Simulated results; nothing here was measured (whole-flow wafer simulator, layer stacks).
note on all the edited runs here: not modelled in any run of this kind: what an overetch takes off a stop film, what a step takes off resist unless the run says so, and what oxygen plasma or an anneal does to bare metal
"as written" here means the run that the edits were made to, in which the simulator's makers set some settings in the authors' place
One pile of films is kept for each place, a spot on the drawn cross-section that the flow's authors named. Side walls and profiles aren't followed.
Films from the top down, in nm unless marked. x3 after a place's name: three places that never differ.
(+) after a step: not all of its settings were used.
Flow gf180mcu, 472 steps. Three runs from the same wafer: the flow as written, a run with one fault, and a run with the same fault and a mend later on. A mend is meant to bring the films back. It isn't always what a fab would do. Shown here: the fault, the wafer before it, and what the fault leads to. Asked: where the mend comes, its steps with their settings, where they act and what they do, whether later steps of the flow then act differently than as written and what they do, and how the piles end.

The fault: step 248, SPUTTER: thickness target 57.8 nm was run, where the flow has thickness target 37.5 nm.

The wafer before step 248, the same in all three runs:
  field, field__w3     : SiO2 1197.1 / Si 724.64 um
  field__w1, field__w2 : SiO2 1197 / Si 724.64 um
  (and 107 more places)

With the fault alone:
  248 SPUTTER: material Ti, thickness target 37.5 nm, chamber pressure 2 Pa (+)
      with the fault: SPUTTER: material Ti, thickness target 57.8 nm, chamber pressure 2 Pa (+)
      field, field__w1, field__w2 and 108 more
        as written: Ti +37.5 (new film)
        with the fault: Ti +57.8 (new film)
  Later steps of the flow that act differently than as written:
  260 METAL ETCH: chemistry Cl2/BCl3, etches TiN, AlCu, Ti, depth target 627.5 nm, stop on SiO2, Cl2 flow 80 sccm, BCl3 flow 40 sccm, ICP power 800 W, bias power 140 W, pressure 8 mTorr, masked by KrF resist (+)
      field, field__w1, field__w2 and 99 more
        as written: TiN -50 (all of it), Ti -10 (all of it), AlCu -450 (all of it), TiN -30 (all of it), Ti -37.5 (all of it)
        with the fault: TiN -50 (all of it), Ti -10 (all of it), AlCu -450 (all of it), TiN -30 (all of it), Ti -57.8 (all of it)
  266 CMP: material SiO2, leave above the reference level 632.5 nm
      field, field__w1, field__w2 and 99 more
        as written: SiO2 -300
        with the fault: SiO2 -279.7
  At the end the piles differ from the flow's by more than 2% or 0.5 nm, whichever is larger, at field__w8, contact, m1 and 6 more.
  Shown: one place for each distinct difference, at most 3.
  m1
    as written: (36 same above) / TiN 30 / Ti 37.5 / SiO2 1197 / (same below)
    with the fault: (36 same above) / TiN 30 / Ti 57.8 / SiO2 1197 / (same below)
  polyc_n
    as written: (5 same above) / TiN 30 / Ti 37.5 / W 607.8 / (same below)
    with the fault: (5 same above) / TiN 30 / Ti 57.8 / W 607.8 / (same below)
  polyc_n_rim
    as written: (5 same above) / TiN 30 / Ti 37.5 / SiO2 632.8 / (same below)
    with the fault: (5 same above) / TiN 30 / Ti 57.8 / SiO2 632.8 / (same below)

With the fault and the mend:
  The mend comes after step 248.
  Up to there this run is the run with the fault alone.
  248a METAL ETCH: chemistry Cl2/BCl3, etches TiN, AlCu, Ti, depth target 20.3 nm, Cl2 flow 80 sccm, BCl3 flow 40 sccm, ICP power 800 W, bias power 140 W, pressure 8 mTorr
      field, field__w1, field__w2 and 108 more
        Ti -20.3
  No later step of the flow acts differently than as written at any place that is followed.
  At the end the piles are the same as the flow's at every place that both follow.
